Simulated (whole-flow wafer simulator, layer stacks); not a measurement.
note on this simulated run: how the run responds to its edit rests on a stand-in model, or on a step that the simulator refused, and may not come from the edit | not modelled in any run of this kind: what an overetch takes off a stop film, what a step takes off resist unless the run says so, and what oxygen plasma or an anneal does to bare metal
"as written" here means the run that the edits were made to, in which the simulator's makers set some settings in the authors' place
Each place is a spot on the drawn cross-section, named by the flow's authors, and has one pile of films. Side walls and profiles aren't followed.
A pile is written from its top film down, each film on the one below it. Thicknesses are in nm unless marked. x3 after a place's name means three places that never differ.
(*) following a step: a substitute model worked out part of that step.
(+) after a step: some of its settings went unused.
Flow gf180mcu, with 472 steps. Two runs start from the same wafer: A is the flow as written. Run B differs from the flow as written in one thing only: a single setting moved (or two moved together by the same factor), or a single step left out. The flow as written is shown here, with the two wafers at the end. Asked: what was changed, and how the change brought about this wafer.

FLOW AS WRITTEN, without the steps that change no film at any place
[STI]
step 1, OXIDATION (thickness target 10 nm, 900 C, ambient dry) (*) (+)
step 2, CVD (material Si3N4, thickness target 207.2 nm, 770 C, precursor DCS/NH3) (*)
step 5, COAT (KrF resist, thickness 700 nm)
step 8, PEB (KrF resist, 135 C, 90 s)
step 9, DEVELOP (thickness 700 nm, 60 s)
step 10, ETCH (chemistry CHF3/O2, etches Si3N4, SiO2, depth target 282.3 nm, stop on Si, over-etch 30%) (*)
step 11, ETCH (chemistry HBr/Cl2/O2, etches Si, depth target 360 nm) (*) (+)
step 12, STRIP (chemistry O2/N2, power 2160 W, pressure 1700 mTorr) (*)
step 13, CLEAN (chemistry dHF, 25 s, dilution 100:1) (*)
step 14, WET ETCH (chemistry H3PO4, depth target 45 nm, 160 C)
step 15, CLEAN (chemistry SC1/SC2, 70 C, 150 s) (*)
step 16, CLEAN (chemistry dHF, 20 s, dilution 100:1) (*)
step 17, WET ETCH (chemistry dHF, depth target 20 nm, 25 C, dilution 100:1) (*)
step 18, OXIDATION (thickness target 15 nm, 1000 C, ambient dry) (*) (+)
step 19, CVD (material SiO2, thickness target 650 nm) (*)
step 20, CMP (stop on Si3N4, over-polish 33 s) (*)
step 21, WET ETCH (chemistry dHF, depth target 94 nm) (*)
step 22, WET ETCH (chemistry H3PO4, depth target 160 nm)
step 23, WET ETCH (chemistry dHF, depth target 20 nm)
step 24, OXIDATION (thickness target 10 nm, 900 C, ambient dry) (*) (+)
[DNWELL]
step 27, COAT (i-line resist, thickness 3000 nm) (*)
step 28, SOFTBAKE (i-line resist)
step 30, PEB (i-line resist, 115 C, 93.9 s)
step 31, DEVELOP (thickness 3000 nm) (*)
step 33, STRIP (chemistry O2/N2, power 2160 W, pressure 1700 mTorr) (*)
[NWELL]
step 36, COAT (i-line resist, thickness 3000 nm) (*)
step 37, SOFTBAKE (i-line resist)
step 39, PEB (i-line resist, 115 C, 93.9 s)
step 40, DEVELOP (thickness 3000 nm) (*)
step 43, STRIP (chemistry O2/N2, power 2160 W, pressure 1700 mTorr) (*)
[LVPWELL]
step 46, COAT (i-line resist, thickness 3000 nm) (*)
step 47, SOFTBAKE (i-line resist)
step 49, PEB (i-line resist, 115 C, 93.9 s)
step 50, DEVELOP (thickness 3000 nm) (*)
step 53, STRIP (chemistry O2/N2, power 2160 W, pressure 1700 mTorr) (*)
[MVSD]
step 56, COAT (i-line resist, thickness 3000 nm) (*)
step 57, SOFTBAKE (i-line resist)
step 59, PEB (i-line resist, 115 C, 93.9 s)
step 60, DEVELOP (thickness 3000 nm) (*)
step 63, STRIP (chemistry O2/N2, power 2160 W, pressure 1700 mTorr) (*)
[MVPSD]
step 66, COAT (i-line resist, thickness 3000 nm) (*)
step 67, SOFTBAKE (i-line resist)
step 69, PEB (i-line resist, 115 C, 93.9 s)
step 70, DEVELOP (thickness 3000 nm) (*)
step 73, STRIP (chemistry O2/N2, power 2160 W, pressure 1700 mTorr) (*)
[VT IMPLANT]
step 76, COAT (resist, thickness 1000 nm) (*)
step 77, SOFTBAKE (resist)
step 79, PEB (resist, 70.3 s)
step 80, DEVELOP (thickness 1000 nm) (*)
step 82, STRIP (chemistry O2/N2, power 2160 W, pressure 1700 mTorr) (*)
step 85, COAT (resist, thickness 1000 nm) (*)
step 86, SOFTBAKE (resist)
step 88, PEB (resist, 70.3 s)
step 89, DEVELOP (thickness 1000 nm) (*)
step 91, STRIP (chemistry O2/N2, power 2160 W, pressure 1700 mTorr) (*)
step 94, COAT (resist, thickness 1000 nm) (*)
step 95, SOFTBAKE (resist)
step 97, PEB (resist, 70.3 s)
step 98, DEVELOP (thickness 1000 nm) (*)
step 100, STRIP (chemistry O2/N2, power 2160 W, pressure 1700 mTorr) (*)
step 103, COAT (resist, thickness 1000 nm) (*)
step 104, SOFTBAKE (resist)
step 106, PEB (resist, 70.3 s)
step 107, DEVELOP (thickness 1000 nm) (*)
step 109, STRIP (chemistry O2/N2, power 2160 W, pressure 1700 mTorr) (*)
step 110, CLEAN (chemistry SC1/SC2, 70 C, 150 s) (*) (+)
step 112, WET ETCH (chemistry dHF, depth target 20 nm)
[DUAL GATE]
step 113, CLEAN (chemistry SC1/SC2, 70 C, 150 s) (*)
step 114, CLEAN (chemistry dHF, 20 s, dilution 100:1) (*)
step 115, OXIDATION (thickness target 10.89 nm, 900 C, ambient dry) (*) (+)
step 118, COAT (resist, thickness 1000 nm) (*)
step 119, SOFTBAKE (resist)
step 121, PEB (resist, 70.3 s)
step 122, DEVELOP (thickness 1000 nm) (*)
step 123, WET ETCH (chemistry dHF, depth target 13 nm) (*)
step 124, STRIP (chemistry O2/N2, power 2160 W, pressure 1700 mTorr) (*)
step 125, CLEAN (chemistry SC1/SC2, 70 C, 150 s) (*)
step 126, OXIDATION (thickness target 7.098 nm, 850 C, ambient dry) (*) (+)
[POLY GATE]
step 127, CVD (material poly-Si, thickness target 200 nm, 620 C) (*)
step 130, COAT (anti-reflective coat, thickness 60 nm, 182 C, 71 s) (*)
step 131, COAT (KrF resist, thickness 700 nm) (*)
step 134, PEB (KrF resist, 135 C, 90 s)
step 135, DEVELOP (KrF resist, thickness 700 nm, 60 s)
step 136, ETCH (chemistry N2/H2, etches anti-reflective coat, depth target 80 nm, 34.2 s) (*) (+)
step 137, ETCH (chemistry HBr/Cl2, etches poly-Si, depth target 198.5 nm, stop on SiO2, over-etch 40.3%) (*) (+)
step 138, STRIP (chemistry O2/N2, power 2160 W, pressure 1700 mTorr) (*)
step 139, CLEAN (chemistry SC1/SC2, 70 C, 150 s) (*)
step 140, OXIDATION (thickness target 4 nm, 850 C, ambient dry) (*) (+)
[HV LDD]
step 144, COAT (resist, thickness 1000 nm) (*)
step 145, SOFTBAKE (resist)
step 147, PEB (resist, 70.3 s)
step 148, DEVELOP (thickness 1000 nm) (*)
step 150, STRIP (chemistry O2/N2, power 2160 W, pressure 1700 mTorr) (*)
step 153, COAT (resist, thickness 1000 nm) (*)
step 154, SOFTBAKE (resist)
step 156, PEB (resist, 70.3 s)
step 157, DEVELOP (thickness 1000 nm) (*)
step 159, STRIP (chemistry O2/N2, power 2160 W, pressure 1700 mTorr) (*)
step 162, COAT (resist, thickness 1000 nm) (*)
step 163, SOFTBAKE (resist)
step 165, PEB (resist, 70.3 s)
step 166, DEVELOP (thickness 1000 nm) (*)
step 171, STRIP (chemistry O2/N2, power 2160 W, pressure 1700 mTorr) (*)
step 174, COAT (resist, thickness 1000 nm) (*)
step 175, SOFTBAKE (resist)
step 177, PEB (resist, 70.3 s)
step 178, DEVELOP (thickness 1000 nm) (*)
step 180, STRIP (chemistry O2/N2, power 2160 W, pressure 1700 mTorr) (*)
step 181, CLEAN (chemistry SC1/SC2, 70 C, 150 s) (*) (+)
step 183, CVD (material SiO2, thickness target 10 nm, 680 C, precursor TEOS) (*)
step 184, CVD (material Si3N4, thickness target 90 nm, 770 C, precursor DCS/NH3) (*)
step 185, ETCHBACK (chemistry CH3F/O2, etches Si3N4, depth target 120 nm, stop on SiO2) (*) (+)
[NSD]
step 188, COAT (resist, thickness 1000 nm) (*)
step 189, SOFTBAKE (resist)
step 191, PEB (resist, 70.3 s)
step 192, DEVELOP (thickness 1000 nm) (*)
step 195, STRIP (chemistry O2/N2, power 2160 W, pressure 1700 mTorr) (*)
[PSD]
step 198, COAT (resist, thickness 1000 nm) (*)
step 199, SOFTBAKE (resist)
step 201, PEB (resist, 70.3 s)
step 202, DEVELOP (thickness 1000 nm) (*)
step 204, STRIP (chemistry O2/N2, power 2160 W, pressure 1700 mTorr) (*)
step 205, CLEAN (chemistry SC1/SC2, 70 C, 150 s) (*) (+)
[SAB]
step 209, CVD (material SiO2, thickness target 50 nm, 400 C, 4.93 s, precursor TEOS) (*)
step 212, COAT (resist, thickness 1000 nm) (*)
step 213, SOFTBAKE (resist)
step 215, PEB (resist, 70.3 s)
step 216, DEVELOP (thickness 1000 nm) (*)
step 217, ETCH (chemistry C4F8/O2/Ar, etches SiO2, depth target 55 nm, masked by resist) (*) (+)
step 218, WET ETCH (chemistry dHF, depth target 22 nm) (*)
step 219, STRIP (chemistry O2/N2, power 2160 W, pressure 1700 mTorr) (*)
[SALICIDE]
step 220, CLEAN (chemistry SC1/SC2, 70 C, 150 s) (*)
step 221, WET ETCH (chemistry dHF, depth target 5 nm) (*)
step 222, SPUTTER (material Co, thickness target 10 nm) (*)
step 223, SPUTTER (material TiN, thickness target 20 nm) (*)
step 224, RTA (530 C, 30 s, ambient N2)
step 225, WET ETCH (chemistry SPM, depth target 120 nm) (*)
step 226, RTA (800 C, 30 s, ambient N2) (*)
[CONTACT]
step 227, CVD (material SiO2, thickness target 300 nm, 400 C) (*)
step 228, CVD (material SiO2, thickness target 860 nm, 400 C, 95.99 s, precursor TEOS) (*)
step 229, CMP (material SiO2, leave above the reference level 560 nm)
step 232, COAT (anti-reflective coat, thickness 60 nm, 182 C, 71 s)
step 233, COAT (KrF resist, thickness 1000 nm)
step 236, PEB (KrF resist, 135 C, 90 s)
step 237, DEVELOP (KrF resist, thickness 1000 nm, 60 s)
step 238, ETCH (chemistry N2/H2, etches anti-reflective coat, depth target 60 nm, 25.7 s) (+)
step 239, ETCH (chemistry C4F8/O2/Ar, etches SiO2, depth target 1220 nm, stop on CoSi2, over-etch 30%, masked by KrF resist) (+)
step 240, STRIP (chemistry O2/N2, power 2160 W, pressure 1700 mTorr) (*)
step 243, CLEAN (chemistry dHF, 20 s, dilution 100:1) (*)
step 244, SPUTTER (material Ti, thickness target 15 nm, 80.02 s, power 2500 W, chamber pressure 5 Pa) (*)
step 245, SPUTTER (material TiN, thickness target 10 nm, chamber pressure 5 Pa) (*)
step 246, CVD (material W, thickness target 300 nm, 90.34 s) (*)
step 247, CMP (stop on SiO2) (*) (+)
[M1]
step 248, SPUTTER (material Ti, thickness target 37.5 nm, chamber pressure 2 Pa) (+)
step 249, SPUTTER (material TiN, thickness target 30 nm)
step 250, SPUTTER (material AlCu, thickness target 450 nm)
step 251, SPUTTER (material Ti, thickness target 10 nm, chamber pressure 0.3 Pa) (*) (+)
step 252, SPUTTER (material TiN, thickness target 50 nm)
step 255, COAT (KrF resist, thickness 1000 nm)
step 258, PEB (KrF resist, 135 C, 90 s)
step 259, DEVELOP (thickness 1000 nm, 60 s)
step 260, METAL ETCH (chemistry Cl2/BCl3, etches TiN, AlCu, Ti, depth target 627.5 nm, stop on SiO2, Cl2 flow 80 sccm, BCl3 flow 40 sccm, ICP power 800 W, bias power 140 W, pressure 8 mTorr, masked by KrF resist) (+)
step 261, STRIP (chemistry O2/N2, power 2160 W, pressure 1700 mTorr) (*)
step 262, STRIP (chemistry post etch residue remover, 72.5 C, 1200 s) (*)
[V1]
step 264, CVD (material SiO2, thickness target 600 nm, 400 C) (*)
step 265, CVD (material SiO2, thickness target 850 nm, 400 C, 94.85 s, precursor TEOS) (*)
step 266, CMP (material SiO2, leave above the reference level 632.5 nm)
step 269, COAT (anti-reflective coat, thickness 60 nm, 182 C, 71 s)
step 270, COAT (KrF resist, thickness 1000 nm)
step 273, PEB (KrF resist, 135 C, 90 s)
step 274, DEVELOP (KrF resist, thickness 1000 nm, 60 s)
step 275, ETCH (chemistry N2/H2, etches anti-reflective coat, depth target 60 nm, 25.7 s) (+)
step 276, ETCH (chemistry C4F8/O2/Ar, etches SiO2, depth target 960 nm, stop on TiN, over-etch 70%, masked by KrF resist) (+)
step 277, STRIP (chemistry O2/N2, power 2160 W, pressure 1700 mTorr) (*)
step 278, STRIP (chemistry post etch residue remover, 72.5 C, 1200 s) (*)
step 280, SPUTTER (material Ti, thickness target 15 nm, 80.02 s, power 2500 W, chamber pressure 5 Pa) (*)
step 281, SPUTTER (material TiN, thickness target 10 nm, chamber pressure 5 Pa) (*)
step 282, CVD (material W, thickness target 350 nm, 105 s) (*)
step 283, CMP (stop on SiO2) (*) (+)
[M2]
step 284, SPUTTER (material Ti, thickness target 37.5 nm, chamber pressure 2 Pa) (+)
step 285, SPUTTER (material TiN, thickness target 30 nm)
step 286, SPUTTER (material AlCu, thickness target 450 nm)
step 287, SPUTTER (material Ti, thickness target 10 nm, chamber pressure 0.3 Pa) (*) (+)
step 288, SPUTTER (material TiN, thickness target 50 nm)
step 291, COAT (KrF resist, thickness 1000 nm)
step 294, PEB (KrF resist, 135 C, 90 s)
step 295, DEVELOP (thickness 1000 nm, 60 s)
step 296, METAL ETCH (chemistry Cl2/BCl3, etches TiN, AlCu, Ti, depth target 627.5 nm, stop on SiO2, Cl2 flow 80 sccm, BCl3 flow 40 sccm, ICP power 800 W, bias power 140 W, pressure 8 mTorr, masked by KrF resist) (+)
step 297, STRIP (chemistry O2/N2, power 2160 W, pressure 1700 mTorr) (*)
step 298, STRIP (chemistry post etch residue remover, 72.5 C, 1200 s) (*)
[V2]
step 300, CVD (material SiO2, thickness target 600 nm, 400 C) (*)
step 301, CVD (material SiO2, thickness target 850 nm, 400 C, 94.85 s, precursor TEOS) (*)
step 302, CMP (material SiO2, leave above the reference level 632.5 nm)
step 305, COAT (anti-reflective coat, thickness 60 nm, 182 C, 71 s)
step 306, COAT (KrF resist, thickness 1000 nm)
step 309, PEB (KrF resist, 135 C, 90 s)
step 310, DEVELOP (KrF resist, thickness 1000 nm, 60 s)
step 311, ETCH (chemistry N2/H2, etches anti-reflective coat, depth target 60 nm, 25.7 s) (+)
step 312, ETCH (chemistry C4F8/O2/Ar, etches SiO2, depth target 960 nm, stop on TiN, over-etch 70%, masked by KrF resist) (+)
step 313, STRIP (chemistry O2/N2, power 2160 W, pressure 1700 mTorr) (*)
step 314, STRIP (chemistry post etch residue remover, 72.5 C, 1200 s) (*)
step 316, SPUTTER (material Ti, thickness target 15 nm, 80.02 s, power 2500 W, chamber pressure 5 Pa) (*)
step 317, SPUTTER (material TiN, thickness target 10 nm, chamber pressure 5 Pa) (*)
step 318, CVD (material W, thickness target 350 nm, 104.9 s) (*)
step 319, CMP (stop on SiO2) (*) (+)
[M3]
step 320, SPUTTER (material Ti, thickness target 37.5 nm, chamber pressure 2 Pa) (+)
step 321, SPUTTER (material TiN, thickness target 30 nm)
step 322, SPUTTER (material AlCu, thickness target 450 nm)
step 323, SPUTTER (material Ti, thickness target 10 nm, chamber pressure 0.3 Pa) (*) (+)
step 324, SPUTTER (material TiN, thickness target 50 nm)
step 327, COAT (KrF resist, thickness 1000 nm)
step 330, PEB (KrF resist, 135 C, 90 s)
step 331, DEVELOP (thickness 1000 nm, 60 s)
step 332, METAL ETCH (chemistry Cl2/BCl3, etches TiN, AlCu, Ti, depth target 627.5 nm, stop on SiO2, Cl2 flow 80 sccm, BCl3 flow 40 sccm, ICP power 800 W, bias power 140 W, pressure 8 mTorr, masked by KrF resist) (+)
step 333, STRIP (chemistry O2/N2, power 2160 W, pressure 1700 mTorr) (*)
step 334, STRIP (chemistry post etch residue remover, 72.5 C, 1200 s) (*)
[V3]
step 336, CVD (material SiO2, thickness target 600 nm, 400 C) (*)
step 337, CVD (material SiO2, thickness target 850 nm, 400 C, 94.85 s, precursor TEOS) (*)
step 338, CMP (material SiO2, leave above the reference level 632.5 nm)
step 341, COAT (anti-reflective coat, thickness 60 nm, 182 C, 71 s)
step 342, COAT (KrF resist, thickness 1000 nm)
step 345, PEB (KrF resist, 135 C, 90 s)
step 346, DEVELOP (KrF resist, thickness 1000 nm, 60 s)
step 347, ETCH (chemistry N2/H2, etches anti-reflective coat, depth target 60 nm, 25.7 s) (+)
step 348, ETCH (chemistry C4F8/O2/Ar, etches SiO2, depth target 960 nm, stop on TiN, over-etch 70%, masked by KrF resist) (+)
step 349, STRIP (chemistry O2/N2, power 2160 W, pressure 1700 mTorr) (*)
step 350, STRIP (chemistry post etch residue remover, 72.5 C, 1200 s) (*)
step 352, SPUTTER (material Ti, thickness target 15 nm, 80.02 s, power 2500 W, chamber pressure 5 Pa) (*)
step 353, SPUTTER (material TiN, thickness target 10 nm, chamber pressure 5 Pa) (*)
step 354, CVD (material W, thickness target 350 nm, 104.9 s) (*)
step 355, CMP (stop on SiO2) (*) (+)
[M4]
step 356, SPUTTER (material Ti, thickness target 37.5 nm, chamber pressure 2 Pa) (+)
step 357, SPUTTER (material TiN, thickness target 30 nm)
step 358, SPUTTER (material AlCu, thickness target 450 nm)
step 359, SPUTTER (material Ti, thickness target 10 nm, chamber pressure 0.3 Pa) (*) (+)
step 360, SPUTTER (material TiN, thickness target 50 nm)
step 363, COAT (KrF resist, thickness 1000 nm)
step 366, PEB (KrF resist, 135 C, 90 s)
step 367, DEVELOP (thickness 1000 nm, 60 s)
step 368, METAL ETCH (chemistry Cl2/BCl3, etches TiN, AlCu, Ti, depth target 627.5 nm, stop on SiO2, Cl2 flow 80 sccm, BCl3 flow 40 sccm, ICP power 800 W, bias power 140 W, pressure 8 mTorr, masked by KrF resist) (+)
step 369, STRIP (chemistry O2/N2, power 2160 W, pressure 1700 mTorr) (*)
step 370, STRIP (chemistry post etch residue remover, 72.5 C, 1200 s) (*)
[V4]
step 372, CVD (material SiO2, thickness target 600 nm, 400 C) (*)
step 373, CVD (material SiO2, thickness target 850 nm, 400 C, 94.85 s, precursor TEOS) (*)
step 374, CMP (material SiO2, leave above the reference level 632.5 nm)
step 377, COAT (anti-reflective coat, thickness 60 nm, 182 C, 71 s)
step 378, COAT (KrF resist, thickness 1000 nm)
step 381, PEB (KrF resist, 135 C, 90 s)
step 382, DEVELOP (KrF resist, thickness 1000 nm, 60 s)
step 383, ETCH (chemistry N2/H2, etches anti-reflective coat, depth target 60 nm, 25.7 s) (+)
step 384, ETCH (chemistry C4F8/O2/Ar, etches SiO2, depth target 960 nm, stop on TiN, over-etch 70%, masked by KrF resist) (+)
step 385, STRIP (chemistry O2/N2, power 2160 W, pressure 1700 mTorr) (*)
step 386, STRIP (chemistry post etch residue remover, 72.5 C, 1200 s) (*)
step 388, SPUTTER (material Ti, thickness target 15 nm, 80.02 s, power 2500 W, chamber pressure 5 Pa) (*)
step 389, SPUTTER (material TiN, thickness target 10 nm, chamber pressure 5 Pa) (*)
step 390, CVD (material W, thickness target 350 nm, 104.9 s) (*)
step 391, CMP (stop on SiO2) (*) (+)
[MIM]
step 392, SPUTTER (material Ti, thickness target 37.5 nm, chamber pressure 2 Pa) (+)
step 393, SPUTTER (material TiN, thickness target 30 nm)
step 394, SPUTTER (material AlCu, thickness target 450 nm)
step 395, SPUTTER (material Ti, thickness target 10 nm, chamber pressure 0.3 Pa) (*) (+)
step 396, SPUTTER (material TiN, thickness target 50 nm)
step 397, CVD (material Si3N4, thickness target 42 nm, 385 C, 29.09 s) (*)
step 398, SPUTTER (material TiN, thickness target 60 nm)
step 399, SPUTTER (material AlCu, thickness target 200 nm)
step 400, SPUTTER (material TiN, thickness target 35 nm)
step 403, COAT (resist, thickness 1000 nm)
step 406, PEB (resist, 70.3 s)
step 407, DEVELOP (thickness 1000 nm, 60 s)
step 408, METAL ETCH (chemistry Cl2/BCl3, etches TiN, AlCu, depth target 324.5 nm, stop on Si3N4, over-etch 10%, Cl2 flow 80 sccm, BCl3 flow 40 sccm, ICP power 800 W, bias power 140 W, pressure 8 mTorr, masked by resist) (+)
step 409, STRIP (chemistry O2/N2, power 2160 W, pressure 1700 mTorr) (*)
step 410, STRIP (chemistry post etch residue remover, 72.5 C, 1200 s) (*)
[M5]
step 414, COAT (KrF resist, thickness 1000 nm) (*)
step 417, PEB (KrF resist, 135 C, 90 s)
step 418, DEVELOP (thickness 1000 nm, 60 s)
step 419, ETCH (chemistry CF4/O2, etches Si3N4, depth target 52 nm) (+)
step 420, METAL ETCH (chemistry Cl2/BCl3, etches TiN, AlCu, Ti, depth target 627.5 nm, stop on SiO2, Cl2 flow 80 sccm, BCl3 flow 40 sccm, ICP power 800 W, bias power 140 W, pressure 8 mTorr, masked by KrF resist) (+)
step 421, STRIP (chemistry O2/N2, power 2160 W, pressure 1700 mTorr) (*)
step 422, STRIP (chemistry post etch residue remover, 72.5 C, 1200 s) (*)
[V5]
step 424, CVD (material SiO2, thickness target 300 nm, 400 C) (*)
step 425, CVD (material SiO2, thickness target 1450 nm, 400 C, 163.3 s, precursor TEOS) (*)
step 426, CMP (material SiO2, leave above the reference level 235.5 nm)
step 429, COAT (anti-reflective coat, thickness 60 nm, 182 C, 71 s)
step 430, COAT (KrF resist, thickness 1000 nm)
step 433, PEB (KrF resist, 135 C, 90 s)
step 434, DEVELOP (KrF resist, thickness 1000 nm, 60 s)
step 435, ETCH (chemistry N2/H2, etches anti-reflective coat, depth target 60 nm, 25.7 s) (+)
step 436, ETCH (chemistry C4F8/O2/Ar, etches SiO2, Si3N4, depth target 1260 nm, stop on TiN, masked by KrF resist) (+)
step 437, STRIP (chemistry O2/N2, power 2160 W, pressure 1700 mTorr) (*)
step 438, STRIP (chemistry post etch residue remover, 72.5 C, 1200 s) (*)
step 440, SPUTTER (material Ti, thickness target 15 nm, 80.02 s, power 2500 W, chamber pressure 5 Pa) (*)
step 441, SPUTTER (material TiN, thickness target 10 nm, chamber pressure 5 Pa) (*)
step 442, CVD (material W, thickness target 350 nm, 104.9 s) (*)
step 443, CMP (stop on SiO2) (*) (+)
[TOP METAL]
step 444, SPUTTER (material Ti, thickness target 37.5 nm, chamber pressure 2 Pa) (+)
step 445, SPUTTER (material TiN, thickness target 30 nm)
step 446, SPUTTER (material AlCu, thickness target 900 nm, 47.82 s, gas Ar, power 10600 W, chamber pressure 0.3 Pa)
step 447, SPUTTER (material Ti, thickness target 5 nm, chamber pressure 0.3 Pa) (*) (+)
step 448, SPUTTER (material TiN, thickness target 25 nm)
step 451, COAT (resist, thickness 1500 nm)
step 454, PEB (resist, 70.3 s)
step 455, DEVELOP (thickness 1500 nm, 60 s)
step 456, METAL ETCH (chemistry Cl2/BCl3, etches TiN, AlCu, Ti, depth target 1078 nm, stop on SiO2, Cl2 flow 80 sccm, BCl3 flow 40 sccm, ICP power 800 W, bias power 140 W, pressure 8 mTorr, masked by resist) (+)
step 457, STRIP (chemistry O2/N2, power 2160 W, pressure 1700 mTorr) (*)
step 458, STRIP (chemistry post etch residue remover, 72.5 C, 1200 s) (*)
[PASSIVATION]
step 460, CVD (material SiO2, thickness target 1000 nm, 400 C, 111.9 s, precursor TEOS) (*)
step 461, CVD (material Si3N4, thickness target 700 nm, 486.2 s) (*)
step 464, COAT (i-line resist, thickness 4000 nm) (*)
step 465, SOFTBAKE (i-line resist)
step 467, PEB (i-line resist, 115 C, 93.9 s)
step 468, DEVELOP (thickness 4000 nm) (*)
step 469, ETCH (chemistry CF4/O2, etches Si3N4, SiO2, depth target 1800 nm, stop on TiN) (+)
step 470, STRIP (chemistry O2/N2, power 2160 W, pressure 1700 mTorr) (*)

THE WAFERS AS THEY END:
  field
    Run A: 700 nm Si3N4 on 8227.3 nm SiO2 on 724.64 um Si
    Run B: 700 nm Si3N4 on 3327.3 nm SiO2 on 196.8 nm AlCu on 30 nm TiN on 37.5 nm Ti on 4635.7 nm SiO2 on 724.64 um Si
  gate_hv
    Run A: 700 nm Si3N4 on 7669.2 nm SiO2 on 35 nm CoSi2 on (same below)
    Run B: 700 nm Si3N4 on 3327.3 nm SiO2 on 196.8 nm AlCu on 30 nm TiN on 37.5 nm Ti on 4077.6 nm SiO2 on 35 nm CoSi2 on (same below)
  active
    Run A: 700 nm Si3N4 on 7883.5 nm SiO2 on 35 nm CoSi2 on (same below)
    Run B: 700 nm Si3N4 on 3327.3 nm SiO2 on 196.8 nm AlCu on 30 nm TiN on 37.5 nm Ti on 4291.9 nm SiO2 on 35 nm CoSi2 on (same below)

Cause: step 368, METAL ETCH: depth target 307.5 nm was run, whereas the flow has depth target 627.5 nm.

The path from the change to this, step by step:
  step 368, METAL ETCH (chemistry Cl2/BCl3, etches TiN, AlCu, Ti, depth target 627.5 nm, stop on SiO2, Cl2 flow 80 sccm, BCl3 flow 40 sccm, ICP power 800 W, bias power 140 W, pressure 8 mTorr, masked by KrF resist) (+)
      field, field__w1, field__w2 and 103 more: A TiN loses 50 (all of it), Ti loses 10 (all of it), AlCu loses 450 (all of it), TiN loses 30 (all of it), Ti loses 37.5 (all of it) | B TiN loses 50 (all of it), Ti loses 10 (all of it), AlCu loses 247.5
      field__w8, contact, m1, m1__w1, m1_nw: A KrF resist loses 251 | B KrF resist loses 123
  step 369, STRIP (chemistry O2/N2, power 2160 W, pressure 1700 mTorr) (*)
      field__w8, contact, m1, m1__w1, m1_nw: A KrF resist loses 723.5 (all of it) | B KrF resist loses 851.5 (all of it)
  step 370, STRIP (chemistry post etch residue remover, 72.5 C, 1200 s) (*)
      field, field__w1, field__w2 and 103 more: A nothing | B AlCu loses 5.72
  step 372, CVD (material SiO2, thickness target 600 nm, 400 C) (*)
      field, field__w1, field__w2 and 103 more: A SiO2 gains 600 | B SiO2 gains 600 (new film)
  step 374, CMP (material SiO2, leave above the reference level 632.5 nm)
      field, field__w1, field__w2 and 103 more: A SiO2 loses 300 | B SiO2 loses 564.3
Taking metal films that touch as one body, field has 1 body; the flow as written gives 0 bodies.
Taking metal films that touch as one body, gate_hv has 2 bodies (between them, from the top down: SiO2 4077.6); the flow as written gives 1 body.
Taking metal films that touch as one body, active has 2 bodies (between them, from the top down: SiO2 4291.9); the flow as written gives 1 body.
